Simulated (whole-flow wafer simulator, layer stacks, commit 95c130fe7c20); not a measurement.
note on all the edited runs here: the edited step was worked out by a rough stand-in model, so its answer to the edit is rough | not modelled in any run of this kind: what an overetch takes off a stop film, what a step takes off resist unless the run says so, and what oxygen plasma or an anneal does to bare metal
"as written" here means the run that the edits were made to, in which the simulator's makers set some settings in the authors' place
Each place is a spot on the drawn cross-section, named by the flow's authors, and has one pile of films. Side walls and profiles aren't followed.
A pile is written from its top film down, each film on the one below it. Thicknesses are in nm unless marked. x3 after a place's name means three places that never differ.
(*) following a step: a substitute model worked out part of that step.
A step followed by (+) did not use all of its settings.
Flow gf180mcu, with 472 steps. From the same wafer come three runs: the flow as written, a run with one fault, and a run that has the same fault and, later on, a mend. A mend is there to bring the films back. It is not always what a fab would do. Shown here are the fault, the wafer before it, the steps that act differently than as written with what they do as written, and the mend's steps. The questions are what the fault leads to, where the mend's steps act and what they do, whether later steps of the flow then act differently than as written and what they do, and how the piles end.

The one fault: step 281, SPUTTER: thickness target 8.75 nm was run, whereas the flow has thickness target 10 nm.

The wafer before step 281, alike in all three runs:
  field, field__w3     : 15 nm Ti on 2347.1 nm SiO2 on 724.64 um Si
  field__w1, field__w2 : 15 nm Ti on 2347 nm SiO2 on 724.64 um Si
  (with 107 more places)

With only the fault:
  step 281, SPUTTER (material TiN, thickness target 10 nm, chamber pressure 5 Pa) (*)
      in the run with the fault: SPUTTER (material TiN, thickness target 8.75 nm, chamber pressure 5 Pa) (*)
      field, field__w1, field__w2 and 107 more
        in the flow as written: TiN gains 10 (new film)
        in the run with the fault: TiN gains 8.75 (new film)
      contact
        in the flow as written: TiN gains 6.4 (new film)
        in the run with the fault: TiN gains 5.6 (new film)
  Steps later in the flow that act otherwise than as written (1 other step is not shown; it differs only slightly, by no more than 2% or 0.5 nm, whichever is larger):
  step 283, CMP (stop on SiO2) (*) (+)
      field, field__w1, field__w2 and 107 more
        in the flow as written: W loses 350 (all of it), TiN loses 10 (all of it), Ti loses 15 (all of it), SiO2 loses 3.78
        in the run with the fault: W loses 350 (all of it), TiN loses 8.75 (all of it), Ti loses 15 (all of it), SiO2 loses 3.77
  By the end, the piles at contact depart from the flow's by more than 2% or 0.5 nm, whichever is larger.
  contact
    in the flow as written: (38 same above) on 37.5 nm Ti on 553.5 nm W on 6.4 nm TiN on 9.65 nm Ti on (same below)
    in the run with the fault: (38 same above) on 37.5 nm Ti on 554.3 nm W on 5.6 nm TiN on 9.65 nm Ti on (same below)

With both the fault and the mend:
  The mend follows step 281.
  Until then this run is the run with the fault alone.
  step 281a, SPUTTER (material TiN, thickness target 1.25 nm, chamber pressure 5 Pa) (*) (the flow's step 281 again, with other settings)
      field, field__w1, field__w2 and 107 more
        TiN gains 1.25
      contact
        TiN gains 0.8
  Every later step of the flow that is run acts as written at every place that is followed.
  The piles end the same as the flow's at every place that both follow.
